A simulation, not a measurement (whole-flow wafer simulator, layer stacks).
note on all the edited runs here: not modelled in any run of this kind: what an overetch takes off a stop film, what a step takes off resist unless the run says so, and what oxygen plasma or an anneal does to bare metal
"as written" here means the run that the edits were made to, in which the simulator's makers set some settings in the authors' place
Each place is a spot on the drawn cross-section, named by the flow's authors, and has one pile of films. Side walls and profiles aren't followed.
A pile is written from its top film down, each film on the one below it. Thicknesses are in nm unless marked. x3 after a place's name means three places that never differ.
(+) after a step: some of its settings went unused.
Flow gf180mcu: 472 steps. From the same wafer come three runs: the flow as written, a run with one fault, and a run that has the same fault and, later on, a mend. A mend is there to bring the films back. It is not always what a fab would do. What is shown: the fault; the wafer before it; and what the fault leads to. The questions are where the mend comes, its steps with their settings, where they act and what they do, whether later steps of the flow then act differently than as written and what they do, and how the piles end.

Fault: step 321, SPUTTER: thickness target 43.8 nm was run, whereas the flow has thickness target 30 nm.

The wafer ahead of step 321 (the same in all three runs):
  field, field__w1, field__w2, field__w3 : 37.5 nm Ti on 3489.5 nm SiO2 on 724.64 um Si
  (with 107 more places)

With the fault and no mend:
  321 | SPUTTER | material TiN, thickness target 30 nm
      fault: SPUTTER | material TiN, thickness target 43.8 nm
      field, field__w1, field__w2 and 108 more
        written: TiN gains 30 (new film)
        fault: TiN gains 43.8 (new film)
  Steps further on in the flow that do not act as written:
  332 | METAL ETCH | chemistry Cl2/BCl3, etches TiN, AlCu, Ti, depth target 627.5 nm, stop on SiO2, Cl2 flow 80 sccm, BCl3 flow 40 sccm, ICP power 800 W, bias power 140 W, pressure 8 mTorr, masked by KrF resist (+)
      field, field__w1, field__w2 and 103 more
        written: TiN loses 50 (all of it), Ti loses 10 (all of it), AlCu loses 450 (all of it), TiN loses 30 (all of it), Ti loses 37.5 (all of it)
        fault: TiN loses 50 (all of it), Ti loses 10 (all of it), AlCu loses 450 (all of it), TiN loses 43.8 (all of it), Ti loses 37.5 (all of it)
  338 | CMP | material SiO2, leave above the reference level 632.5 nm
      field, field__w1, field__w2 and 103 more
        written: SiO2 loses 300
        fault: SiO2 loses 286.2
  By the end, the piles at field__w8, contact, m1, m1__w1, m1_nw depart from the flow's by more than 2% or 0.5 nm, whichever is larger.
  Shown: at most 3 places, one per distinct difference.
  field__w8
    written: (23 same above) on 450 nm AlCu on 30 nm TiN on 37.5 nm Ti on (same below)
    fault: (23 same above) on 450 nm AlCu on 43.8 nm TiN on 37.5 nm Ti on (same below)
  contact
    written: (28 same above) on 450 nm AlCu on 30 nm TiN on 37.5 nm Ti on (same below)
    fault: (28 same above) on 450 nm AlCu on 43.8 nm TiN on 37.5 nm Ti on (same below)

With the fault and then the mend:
  The mend stands after step 321.
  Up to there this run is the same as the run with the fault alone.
  321a | METAL ETCH | chemistry Cl2/BCl3, etches TiN, AlCu, Ti, depth target 13.8 nm, Cl2 flow 80 sccm, BCl3 flow 40 sccm, ICP power 800 W, bias power 140 W, pressure 8 mTorr (the flow's step 260, run once more with other settings)
      field, field__w1, field__w2 and 108 more
        TiN loses 13.8
  Later steps of the flow that are run all act as written at every place that is followed.
  The piles end the same as the flow's at every place that both follow.
